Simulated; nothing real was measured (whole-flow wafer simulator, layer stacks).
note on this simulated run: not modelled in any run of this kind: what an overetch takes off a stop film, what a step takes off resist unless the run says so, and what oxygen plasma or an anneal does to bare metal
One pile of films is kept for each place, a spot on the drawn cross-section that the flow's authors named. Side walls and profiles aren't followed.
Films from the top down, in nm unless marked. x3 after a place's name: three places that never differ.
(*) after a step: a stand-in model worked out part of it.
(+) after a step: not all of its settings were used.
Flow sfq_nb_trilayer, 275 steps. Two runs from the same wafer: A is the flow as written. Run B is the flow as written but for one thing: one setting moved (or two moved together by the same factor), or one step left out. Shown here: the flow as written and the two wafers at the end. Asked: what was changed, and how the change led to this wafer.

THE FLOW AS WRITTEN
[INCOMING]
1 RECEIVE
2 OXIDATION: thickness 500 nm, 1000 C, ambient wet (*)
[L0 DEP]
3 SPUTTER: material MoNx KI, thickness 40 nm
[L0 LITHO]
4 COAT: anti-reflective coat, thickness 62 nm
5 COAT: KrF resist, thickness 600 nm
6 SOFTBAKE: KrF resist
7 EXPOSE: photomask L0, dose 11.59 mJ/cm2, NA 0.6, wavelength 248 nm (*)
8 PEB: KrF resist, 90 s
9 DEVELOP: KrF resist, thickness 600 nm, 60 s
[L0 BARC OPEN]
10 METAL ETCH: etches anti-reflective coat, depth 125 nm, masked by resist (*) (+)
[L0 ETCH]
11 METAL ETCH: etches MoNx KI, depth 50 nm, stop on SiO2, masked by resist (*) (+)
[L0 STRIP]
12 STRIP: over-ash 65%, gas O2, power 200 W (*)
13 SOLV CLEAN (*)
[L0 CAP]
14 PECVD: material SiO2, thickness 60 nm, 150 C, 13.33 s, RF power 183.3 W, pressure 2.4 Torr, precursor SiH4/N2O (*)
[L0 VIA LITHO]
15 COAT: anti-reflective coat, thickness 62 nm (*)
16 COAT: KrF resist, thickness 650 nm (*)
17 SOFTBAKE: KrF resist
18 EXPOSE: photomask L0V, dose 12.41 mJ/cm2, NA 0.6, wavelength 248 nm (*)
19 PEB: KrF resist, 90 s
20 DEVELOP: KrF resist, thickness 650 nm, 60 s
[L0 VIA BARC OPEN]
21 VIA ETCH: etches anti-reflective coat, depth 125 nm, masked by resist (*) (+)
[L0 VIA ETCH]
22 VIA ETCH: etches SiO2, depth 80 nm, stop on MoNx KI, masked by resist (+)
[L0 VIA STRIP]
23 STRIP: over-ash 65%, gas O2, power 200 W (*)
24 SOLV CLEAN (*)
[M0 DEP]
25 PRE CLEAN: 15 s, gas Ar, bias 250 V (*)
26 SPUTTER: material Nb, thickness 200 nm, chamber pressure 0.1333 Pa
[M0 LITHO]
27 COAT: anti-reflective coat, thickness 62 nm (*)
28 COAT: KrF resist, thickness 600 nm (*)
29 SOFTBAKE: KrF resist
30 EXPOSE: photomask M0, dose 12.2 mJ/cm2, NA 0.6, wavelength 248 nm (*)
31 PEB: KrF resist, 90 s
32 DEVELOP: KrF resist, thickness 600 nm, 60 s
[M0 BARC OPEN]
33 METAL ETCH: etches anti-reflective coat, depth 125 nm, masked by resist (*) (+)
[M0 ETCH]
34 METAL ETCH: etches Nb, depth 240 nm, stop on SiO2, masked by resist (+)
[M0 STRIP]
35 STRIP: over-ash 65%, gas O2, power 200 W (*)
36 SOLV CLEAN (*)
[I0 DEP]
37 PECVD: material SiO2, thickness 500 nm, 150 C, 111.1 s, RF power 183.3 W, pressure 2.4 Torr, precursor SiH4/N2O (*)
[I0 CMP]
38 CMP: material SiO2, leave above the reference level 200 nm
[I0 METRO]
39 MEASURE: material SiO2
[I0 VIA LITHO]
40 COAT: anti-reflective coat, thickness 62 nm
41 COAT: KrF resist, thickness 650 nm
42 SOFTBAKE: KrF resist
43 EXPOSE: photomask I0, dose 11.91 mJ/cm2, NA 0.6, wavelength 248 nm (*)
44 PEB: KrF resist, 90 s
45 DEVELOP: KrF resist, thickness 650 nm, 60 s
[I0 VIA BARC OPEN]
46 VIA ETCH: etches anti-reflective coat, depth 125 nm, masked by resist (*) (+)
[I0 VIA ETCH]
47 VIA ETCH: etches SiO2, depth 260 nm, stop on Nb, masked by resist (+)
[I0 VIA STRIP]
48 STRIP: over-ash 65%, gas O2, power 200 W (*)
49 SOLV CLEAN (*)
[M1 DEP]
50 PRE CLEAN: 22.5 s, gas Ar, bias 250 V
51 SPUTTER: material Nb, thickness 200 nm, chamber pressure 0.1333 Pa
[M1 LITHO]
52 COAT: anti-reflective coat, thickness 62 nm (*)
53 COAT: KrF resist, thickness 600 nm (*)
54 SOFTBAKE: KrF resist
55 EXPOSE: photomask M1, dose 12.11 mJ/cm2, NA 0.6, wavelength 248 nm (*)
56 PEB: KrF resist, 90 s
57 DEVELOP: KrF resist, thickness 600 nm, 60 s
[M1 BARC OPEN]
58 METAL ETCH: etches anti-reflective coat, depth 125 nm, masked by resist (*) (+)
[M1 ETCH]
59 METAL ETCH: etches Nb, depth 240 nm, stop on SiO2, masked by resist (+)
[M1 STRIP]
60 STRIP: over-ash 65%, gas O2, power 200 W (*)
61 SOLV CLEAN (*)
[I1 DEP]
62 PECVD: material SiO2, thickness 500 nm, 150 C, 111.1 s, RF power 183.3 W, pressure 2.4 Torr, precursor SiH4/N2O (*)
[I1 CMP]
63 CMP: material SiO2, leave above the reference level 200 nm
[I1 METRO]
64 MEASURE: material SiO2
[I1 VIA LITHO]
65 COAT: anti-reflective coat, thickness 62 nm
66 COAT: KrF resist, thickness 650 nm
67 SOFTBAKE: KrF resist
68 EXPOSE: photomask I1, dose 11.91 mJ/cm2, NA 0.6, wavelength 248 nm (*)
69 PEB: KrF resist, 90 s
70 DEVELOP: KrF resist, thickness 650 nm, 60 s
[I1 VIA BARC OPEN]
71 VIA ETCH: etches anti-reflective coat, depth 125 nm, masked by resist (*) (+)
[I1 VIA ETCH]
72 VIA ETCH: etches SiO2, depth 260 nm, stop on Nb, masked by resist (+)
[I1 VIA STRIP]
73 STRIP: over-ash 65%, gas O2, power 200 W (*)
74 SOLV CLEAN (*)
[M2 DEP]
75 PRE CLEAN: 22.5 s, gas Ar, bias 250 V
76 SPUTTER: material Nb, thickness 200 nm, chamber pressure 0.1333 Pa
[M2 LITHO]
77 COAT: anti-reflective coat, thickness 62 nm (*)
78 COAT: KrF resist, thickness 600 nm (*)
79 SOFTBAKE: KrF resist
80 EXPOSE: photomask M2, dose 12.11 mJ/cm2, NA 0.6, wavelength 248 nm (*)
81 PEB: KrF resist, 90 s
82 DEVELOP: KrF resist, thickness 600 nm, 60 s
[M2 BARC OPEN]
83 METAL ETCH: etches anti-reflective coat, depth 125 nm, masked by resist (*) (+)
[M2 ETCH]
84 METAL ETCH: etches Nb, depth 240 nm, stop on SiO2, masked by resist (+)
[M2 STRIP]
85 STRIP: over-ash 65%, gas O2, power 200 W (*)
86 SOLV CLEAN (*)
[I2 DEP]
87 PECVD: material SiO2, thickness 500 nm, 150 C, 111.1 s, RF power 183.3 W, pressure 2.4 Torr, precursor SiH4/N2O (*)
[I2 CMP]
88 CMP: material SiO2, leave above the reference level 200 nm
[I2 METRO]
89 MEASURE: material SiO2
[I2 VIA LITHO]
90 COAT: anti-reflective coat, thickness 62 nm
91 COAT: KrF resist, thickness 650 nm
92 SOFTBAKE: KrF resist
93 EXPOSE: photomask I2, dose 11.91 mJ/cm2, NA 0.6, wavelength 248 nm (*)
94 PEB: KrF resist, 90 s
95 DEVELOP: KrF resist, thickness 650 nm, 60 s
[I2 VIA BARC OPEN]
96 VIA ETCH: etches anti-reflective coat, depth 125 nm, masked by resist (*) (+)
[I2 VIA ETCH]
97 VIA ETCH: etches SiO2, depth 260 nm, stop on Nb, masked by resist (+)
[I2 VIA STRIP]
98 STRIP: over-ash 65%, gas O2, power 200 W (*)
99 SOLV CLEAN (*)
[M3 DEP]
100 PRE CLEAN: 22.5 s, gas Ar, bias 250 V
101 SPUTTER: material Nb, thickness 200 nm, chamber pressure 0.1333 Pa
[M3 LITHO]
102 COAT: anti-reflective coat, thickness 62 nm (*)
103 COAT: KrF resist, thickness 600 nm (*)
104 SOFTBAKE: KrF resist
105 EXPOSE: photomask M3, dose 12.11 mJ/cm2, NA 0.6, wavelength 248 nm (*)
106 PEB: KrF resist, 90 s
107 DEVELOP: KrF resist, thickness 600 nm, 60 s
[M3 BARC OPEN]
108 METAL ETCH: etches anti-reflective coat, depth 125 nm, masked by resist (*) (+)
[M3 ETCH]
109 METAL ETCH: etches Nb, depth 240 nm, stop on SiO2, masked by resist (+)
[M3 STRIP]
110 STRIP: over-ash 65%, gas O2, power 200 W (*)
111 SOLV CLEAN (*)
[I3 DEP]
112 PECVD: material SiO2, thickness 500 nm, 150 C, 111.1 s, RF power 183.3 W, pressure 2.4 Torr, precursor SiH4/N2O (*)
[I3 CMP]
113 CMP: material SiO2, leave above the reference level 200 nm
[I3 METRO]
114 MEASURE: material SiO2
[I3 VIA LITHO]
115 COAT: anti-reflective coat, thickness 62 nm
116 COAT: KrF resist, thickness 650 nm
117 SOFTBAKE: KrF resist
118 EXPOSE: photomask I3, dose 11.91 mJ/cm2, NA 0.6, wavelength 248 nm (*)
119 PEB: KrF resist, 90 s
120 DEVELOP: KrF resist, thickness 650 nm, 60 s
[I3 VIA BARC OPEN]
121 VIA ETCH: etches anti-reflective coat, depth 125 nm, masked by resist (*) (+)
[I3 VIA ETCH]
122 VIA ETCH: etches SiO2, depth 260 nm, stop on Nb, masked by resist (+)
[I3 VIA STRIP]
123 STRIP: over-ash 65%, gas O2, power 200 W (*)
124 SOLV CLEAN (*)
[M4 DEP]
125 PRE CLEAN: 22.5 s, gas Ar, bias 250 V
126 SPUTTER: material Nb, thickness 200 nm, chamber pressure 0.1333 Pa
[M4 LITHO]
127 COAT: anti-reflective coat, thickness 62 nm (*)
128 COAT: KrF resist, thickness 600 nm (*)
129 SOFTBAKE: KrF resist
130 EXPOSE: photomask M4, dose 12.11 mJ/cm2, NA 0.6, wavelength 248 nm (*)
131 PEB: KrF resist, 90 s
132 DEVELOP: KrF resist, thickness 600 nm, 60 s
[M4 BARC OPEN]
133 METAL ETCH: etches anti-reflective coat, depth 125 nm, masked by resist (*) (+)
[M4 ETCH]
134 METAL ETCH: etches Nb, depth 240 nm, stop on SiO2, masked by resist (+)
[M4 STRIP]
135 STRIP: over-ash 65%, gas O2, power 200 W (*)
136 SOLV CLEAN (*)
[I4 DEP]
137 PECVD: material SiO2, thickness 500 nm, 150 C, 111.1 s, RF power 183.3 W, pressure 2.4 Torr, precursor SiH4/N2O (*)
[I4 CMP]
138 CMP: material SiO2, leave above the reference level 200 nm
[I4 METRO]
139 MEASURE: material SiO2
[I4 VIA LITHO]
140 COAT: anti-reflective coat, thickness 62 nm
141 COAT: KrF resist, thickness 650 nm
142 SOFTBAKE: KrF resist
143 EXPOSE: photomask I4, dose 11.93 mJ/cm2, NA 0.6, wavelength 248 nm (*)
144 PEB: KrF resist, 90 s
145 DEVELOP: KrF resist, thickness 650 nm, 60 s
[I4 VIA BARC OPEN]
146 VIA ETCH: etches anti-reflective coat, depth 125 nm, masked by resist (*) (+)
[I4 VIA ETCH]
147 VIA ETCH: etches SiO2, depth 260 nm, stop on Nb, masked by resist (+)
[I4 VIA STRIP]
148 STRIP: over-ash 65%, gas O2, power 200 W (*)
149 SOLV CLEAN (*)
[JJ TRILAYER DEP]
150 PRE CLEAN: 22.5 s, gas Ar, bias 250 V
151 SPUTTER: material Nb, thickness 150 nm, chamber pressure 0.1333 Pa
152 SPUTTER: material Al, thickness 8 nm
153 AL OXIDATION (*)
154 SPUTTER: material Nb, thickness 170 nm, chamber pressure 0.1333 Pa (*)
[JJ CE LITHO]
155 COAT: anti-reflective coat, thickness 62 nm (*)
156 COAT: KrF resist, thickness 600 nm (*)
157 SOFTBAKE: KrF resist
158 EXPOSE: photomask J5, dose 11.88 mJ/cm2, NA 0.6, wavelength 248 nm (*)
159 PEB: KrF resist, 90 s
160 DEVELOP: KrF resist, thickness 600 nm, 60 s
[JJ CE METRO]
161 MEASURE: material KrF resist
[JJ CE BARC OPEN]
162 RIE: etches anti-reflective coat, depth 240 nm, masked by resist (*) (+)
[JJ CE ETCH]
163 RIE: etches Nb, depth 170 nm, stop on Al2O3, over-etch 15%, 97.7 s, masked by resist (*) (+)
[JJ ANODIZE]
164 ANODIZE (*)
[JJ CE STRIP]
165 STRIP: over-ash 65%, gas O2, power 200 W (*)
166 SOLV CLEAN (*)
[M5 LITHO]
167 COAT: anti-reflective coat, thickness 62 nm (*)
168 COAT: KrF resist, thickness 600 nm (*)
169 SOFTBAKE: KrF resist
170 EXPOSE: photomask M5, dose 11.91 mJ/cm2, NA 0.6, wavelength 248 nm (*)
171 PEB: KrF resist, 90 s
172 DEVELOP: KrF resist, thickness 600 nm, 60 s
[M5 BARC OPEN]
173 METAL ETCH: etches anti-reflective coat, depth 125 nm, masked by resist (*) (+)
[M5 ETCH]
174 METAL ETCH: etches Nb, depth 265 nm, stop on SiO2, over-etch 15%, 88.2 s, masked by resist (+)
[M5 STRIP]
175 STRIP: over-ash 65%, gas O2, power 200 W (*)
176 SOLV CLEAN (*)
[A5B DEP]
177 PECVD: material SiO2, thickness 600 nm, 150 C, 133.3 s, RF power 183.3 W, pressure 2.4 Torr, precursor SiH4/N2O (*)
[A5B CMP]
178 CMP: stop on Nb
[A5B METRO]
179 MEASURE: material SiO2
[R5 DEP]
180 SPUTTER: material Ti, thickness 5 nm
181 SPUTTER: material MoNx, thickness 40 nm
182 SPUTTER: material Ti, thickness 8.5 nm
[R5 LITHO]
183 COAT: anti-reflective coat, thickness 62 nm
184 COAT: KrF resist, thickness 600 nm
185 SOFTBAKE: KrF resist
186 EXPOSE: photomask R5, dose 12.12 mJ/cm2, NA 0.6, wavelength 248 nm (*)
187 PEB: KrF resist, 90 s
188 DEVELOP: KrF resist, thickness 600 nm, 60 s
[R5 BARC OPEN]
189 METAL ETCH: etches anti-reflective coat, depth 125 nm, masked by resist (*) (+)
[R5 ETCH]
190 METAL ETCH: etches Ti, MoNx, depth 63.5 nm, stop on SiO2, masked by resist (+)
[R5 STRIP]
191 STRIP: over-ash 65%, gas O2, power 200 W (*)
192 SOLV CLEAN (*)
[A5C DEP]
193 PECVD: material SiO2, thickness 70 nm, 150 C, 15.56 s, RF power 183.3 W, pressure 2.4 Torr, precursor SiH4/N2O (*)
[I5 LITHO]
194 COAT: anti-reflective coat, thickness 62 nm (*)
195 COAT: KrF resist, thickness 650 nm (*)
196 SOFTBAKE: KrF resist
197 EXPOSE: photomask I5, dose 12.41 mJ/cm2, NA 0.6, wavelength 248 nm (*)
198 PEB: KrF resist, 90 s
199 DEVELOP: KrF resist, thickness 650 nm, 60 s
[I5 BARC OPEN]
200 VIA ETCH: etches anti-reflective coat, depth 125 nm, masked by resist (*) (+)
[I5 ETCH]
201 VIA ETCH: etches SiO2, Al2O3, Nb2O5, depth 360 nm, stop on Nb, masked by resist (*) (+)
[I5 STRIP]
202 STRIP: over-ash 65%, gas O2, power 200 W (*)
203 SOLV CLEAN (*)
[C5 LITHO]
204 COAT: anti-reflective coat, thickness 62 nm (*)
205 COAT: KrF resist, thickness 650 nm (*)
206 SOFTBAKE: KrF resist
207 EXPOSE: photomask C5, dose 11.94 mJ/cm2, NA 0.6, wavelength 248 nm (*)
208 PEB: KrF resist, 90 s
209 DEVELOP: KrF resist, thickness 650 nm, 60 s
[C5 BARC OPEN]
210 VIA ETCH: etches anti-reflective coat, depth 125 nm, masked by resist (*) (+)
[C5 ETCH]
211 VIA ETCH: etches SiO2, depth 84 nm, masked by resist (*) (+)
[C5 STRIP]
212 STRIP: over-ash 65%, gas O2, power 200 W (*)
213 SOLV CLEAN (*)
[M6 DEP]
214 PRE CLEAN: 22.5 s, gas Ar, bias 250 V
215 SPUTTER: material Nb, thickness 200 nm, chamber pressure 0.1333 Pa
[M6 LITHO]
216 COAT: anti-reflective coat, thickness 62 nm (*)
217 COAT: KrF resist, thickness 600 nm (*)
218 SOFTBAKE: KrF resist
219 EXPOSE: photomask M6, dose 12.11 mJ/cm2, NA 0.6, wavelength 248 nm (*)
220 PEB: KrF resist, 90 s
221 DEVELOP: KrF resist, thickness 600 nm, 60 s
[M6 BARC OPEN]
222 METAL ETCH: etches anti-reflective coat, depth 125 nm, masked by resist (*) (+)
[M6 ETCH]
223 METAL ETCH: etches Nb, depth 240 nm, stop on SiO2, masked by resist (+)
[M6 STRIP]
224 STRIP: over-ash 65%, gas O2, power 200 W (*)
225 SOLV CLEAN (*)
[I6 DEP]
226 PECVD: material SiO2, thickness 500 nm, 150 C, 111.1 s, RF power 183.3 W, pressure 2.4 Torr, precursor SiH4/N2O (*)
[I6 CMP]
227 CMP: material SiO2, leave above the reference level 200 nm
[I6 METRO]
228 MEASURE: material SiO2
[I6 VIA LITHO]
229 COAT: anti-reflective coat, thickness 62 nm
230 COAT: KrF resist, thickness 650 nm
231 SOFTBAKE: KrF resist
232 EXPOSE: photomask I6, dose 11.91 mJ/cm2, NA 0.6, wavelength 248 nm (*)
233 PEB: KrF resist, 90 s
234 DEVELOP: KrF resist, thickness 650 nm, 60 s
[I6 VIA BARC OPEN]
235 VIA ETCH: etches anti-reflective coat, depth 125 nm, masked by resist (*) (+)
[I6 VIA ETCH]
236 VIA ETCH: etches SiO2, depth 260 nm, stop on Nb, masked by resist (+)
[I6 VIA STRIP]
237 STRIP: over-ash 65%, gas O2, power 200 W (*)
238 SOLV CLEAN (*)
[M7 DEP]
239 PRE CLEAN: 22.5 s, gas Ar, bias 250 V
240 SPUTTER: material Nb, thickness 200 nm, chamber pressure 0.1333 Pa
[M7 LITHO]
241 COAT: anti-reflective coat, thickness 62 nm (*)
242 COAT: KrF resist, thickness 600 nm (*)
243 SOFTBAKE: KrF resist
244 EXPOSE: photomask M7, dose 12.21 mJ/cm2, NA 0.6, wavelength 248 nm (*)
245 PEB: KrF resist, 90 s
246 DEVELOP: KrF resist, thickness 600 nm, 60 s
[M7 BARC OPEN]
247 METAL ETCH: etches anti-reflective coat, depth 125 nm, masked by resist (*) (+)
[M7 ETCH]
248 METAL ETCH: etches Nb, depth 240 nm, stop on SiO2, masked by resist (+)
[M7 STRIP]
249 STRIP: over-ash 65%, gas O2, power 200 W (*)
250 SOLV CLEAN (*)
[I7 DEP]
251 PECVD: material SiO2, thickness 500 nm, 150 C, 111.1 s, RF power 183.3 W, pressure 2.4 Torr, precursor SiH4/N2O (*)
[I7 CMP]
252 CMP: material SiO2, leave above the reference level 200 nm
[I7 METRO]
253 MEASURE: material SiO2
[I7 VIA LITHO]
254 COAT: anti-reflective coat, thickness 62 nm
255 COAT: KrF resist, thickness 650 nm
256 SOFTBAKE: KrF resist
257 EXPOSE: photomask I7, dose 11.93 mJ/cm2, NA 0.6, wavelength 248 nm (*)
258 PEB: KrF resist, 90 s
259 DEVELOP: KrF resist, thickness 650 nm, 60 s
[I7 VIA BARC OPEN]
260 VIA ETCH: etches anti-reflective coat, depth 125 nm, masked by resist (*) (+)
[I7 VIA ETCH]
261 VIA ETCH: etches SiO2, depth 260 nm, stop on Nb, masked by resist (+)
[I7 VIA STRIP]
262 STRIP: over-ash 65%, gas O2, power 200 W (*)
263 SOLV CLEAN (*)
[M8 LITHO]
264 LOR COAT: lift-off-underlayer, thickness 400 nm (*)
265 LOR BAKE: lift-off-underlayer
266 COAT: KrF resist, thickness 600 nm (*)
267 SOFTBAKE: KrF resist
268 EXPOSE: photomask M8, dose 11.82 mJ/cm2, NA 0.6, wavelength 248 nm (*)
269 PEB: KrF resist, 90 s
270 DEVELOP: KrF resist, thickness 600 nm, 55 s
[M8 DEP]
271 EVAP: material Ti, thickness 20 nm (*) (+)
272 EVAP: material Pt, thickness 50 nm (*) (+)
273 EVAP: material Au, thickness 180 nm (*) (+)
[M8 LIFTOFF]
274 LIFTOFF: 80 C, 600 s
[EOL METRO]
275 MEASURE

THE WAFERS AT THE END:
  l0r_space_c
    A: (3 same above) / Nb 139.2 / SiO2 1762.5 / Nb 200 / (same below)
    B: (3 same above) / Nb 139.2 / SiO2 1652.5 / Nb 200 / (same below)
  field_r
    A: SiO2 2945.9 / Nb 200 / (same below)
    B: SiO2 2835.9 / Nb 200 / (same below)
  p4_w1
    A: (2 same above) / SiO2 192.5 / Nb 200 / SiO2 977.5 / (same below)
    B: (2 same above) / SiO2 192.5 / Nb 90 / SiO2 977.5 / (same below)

The cause: step 101, SPUTTER: thickness 90 nm was run, where the flow has thickness 200 nm.
It can be read off the wafer: p4_w1 has Nb 90, and step 101 as written asks for 200 nm.

How the change led to this, step by step:
  101 SPUTTER: material Nb, thickness 200 nm, chamber pressure 0.1333 Pa
      field_l, v_sur, via_wl and 102 more: A Nb +200 (new film) | B Nb +90 (new film)
      via_w: A Nb +165.5 | B Nb +74.2
  102 COAT: anti-reflective coat, thickness 62 nm (*)
      via_wl, via_wr: A anti-reflective coat +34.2 (new film) | B anti-reflective coat +32.8 (new film)
      via_w: A anti-reflective coat +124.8 (new film) | B anti-reflective coat +119.5 (new film)
  109 METAL ETCH: etches Nb, depth 240 nm, stop on SiO2, masked by resist (+)
      field_l, be, be_sur and 72 more: A Nb -200 (all of it) | B Nb -90 (all of it)
      v_sur, via_wl, via_w and 28 more: A KrF resist -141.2 | B KrF resist -79.4
  110 STRIP: over-ash 65%, gas O2, power 200 W (*)
      p4_w1, p4_w2, p4_w3 and 21 more: A KrF resist -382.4 (all of it), anti-reflective coat -62 (all of it) | B KrF resist -444.1 (all of it), anti-reflective coat -62 (all of it)
      v_sur: A KrF resist -365.3 (all of it), anti-reflective coat -61.1 (all of it) | B KrF resist -429.4 (all of it), anti-reflective coat -60.8 (all of it)
      (and at 6 more places)
  112 PECVD: material SiO2, thickness 500 nm, 150 C, 111.1 s, RF power 183.3 W, pressure 2.4 Torr, precursor SiH4/N2O (*)
      p4_g1, p4_g2, p3_s0, p3_s1, p3_s2, p3_s3, p3_s4, p3_s5: A SiO2 +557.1 | B SiO2 +500
      via_w: A SiO2 +615 (new film) | B SiO2 +584.3 (new film)
  113 CMP: material SiO2, leave above the reference level 200 nm
      field_l, be, be_sur and 64 more: A SiO2 -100 | B SiO2 -210
      p4_g1, p4_g2, p3_s0, p3_s1, p3_s2, p3_s3, p3_s4, p3_s5: A SiO2 -157.1 | B SiO2 -210
      (and at 1 more place)
